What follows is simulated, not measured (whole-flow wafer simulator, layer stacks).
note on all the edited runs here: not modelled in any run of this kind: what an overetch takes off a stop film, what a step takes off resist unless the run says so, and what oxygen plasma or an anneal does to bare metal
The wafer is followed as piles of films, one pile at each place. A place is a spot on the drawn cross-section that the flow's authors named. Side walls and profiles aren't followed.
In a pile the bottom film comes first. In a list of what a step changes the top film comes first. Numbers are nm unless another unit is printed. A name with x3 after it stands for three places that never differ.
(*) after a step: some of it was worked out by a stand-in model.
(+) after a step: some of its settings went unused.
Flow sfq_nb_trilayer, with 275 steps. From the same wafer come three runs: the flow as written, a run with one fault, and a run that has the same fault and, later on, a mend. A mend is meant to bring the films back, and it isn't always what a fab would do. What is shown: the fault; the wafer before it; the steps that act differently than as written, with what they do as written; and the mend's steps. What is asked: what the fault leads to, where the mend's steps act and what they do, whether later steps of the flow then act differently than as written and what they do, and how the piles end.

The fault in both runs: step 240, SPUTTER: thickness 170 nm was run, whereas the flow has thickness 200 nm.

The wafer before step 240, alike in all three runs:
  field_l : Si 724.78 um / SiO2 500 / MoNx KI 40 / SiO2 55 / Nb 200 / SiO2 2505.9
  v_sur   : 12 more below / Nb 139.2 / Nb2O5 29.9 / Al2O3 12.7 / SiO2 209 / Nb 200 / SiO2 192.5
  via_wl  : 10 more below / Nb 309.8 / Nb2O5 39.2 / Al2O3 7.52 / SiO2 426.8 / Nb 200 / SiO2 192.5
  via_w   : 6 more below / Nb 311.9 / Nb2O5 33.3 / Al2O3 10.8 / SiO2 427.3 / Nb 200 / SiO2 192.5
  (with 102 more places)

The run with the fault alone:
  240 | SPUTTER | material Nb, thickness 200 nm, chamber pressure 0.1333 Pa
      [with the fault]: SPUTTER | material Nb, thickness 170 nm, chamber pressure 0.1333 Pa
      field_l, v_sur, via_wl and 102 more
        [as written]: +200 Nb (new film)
        [with the fault]: +170 Nb (new film)
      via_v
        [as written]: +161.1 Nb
        [with the fault]: +136.9 Nb
  Steps further on in the flow that do not act as written (4 more steps, not shown, differ only slightly: by at most 2% or 0.5 nm, whichever is larger):
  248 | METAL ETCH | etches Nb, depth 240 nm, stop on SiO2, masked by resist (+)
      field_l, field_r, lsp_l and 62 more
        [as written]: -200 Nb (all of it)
        [with the fault]: -170 Nb (all of it)
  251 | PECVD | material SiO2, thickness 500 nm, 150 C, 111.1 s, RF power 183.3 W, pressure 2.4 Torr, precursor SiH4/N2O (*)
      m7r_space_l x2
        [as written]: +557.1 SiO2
        [with the fault]: +527.1 SiO2
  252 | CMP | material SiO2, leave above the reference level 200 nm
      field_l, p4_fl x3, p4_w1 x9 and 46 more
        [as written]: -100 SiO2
        [with the fault]: -130 SiO2
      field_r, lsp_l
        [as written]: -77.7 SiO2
        [with the fault]: -111 SiO2
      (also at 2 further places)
  By the end, the piles at v_sur, via_wl, via_w and 86 more depart from the flow's by more than 2% or 0.5 nm, whichever is larger.
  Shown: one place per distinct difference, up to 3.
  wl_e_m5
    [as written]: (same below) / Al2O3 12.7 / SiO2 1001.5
    [with the fault]: (same below) / Al2O3 12.7 / SiO2 971.5
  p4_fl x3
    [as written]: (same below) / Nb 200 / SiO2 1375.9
    [with the fault]: (same below) / Nb 200 / SiO2 1345.9
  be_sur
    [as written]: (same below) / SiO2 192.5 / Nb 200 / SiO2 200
    [with the fault]: (same below) / SiO2 192.5 / Nb 170 / SiO2 200

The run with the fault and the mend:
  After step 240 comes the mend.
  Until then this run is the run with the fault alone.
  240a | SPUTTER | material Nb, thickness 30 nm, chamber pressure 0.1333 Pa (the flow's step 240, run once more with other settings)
      field_l, v_sur, via_wl and 102 more
        +30 Nb
      via_v
        +21.7 Nb
  None of the later steps of the flow differs from how it acts as written, at any place that is followed, by more than 2% or 0.5 nm, whichever is larger.
  The piles end only slightly different from the flow's at the places that both follow, by no more than 2% or 0.5 nm, whichever is larger.
